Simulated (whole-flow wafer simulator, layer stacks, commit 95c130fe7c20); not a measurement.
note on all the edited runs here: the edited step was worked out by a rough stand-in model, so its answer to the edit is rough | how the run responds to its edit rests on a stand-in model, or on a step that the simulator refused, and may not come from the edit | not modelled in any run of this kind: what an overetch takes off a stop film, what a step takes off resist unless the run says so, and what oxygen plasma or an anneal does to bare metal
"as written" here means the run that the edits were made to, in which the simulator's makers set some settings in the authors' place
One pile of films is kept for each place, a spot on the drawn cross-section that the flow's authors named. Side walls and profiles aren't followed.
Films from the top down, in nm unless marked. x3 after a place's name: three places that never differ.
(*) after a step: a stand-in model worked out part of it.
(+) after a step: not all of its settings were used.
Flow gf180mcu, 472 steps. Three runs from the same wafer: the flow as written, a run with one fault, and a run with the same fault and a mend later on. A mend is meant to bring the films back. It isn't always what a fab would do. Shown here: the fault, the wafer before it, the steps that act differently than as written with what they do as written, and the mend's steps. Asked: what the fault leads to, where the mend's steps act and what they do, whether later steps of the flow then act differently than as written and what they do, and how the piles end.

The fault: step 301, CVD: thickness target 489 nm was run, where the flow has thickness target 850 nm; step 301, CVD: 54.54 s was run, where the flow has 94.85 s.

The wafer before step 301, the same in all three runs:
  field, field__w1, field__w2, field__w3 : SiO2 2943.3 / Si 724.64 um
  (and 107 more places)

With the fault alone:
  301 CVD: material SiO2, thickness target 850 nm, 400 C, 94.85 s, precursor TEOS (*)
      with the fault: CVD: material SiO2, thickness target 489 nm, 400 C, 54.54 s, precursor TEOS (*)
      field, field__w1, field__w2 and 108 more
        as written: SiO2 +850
        with the fault: SiO2 +496.5
  Later steps of the flow that act differently than as written (5 more steps differ only slightly, by at most 2% or 0.5 nm, whichever is larger, and aren't shown):
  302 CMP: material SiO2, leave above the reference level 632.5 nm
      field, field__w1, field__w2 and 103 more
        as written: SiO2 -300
        with the fault: nothing
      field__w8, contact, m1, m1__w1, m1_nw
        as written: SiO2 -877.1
        with the fault: SiO2 -523.6
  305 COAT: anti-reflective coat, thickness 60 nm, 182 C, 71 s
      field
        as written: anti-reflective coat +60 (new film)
        with the fault: anti-reflective coat +81.2 (new film)
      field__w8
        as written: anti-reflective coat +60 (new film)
        with the fault: anti-reflective coat +30.7 (new film)
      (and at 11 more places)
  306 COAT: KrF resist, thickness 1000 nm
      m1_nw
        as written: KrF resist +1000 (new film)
        with the fault: KrF resist +978.4 (new film)
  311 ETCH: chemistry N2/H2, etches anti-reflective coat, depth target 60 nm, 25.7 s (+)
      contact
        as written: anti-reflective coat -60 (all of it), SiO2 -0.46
        with the fault: anti-reflective coat -32.4 (all of it), SiO2 -1.17
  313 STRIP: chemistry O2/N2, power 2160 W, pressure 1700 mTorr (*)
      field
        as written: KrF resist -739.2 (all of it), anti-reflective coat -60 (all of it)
        with the fault: KrF resist -728.9 (all of it), anti-reflective coat -81.2 (all of it)
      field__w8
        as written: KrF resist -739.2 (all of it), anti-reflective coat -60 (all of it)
        with the fault: KrF resist -733.6 (all of it), anti-reflective coat -30.7 (all of it)
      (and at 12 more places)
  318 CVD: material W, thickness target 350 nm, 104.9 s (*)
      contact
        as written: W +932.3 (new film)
        with the fault: W +878.3 (new film)
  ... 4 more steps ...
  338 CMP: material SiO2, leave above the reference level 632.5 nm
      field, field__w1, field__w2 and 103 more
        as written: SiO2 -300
        with the fault: SiO2 -291.3
  At the end the piles differ from the flow's by more than 2% or 0.5 nm, whichever is larger, at field, field__w1, field__w2 and 109 more.
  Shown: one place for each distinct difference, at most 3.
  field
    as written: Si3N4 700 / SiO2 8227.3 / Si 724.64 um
    with the fault: Si3N4 700 / SiO2 4746.6 / TiN 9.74 / Ti 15 / SiO2 3439.8 / Si 724.64 um
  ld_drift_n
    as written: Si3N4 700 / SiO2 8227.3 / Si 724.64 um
    with the fault: Si3N4 700 / SiO2 4746.6 / TiN 9.74 / Ti 15 / SiO2 3439.7 / Si 724.64 um
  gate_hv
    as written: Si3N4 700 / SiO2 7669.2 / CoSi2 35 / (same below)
    with the fault: Si3N4 700 / SiO2 4746.6 / TiN 9.74 / Ti 15 / SiO2 2881.6 / CoSi2 35 / (same below)

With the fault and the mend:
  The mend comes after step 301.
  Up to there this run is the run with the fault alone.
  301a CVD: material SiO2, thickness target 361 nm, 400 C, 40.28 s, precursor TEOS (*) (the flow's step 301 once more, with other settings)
      field, field__w1, field__w2 and 108 more
        SiO2 +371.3
  Later steps of the flow that act differently than as written:
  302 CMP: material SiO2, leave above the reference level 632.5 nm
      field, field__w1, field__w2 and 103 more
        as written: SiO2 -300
        with the mend: SiO2 -317.8
  At the end the piles are the same as the flow's at every place that both follow.
